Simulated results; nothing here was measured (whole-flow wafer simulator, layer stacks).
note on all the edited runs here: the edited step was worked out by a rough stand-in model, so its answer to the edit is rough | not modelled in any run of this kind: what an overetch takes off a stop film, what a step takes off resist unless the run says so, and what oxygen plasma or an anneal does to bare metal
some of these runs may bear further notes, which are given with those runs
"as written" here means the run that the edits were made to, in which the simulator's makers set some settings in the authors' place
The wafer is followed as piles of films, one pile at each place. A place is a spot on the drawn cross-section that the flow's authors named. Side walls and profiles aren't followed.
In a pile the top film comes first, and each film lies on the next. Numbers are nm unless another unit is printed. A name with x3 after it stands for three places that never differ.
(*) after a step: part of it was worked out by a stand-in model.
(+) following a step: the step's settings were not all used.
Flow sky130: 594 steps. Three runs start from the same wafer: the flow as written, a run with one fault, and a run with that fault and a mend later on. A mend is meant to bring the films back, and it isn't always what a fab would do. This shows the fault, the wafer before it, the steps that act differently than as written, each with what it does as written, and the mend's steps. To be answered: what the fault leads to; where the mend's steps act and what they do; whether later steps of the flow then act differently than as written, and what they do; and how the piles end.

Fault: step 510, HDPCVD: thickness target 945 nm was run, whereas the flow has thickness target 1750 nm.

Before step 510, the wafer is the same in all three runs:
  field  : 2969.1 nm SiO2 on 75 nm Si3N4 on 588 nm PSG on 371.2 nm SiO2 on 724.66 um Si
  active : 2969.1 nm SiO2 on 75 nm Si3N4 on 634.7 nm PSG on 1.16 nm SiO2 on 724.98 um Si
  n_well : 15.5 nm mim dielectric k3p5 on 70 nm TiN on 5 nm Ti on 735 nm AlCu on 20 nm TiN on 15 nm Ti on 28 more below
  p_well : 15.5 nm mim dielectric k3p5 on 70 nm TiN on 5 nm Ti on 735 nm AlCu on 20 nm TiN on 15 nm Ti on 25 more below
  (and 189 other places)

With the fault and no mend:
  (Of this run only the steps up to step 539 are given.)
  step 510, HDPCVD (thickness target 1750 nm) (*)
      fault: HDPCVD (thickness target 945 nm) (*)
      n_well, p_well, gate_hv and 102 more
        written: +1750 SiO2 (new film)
        fault: +945 SiO2 (new film)
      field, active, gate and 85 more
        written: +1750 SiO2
        fault: +945 SiO2
  Later steps of the flow acting differently than as written (4 other steps are not shown; they differ only slightly, by no more than 2% or 0.5 nm, whichever is larger):
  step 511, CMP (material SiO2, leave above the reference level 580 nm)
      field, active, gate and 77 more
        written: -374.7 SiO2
        fault: nothing
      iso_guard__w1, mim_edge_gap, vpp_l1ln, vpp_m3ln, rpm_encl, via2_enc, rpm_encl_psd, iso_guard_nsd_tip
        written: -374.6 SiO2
        fault: nothing
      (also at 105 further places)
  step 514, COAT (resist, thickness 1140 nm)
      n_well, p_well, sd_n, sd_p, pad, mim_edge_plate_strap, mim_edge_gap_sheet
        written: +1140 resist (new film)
        fault: +712.3 resist (new film)
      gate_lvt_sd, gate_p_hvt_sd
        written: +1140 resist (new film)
        fault: +1205 resist (new film)
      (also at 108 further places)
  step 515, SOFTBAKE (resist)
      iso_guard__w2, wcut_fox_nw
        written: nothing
        fault: -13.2 resist
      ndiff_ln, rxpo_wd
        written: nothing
        fault: +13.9 resist
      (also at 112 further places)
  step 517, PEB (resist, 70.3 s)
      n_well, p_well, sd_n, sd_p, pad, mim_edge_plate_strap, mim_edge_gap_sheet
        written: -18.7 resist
        fault: -10.4 resist
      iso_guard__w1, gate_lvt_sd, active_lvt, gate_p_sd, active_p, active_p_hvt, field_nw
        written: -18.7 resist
        fault: -20 resist
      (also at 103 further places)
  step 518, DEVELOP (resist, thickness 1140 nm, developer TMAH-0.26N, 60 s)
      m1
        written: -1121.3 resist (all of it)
        fault: -840.6 resist (all of it)
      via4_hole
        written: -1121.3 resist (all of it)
        fault: -805.1 resist (all of it)
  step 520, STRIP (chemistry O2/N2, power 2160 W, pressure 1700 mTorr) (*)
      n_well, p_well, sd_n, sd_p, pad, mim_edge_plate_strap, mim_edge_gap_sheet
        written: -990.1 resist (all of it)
        fault: -570.7 resist (all of it)
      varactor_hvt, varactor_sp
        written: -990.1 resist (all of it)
        fault: -763.6 resist (all of it)
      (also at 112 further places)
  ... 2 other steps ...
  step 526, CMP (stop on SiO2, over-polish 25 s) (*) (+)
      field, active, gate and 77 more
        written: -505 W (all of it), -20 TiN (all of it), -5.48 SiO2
        fault: -102.3 W
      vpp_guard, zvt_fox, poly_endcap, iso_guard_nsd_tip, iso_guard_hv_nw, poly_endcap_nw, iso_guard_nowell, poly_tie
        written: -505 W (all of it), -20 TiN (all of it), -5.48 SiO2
        fault: -532.7 W
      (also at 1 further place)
  Once step 539 is done, the piles at field, active, gate and 86 more depart from the flow's by more than 2% or 0.5 nm, whichever is larger.
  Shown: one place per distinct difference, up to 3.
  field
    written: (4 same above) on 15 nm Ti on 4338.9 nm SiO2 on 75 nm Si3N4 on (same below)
    fault: (4 same above) on 15 nm Ti on 402.7 nm W on 20 nm TiN on 3914.1 nm SiO2 on 75 nm Si3N4 on (same below)
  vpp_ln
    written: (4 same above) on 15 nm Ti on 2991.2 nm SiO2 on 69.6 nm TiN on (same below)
    fault: (4 same above) on 15 nm Ti on 402.7 nm W on 20 nm TiN on 2566.3 nm SiO2 on 69.6 nm TiN on (same below)
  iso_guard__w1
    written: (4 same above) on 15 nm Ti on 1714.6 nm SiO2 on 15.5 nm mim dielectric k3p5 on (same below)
    fault: (4 same above) on 15 nm Ti on 402.7 nm W on 20 nm TiN on 1289.8 nm SiO2 on 15.5 nm mim dielectric k3p5 on (same below)

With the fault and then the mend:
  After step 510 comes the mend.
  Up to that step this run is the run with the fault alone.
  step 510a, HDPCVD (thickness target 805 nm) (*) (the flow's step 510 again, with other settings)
      field, active, n_well and 190 more
        +805 SiO2
  Every later step of the flow that is run acts as written at every place that is followed.
  The piles end the same as the flow's at every place that both follow.
